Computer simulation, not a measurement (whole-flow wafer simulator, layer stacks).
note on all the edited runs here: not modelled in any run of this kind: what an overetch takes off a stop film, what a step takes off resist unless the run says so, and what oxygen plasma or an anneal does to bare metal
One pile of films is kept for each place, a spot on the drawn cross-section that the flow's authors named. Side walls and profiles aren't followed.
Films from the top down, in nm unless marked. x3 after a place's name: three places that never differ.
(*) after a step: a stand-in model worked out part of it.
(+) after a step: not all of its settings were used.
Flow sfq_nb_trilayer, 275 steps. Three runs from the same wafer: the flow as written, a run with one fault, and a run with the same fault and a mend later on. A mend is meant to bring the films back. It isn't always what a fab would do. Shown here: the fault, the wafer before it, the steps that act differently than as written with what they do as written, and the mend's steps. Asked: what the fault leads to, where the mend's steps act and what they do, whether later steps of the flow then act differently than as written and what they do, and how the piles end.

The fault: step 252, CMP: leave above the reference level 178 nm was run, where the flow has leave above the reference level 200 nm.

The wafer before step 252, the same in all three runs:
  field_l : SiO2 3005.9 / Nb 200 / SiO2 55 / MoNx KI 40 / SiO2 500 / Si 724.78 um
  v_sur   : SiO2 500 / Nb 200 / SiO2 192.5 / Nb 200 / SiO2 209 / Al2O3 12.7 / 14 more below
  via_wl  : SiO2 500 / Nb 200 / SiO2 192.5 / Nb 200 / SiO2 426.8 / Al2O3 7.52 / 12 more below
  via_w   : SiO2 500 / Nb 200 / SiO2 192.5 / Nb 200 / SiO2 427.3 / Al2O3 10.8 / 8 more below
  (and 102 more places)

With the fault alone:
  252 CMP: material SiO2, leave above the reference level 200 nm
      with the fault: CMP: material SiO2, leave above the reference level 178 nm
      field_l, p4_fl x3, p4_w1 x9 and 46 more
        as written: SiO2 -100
        with the fault: SiO2 -122
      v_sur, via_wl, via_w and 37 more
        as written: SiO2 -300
        with the fault: SiO2 -322
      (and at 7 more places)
  Later steps of the flow that act differently than as written (3 more steps differ only slightly, by at most 2% or 0.5 nm, whichever is larger, and aren't shown):
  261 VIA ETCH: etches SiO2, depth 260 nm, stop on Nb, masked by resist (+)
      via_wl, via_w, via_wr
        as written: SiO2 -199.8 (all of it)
        with the fault: SiO2 -177.8 (all of it)
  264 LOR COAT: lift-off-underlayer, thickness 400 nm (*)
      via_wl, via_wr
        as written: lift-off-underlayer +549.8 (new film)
        with the fault: lift-off-underlayer +533.3 (new film)
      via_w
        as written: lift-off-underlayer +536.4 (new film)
        with the fault: lift-off-underlayer +521.4 (new film)
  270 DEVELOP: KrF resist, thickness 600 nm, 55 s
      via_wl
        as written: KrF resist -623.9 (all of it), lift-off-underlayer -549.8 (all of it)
        with the fault: KrF resist -621.1 (all of it), lift-off-underlayer -533.3 (all of it)
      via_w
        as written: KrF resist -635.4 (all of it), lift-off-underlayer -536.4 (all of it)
        with the fault: KrF resist -631.4 (all of it), lift-off-underlayer -521.4 (all of it)
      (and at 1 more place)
  At the end the piles differ from the flow's by more than 2% or 0.5 nm, whichever is larger, at v_sur, via_sp, via_v and 65 more.
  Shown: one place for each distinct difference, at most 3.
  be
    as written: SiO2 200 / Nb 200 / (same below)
    with the fault: SiO2 178 / Nb 200 / (same below)
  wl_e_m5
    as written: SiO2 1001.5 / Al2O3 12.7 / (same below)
    with the fault: SiO2 979.5 / Al2O3 12.7 / (same below)
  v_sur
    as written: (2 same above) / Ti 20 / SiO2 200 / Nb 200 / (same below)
    with the fault: (2 same above) / Ti 20 / SiO2 178 / Nb 200 / (same below)

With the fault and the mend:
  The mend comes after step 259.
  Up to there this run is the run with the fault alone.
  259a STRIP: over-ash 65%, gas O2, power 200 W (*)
      field_l, v_sur, via_sp and 100 more
        KrF resist -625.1 (all of it), anti-reflective coat -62 (all of it)
      via_wl, via_w, via_wr
        anti-reflective coat -62 (all of it)
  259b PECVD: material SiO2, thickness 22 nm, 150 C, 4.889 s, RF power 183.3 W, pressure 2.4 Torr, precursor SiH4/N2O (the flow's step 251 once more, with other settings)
      field_l, v_sur, via_wl and 103 more
        SiO2 +22
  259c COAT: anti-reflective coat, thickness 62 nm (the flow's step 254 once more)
      field_l, v_sur, via_wl and 103 more
        anti-reflective coat +62 (new film)
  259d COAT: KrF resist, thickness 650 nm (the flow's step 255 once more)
      field_l, v_sur, via_wl and 103 more
        KrF resist +650 (new film)
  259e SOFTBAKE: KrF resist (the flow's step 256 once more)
      changes no film at any place that is followed
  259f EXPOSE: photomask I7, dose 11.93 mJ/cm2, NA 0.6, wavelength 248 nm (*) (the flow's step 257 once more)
      changes no film at any place that is followed
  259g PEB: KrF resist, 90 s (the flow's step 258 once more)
      field_l, v_sur, via_wl and 103 more
        KrF resist -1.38
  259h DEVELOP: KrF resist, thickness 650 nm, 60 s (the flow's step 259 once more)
      field_l, v_sur, via_sp and 100 more
        KrF resist -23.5
      via_wl, via_w, via_wr
        KrF resist -648.6 (all of it)
  No later step of the flow acts differently than as written at any place that is followed.
  At the end the piles are the same as the flow's at every place that both follow.
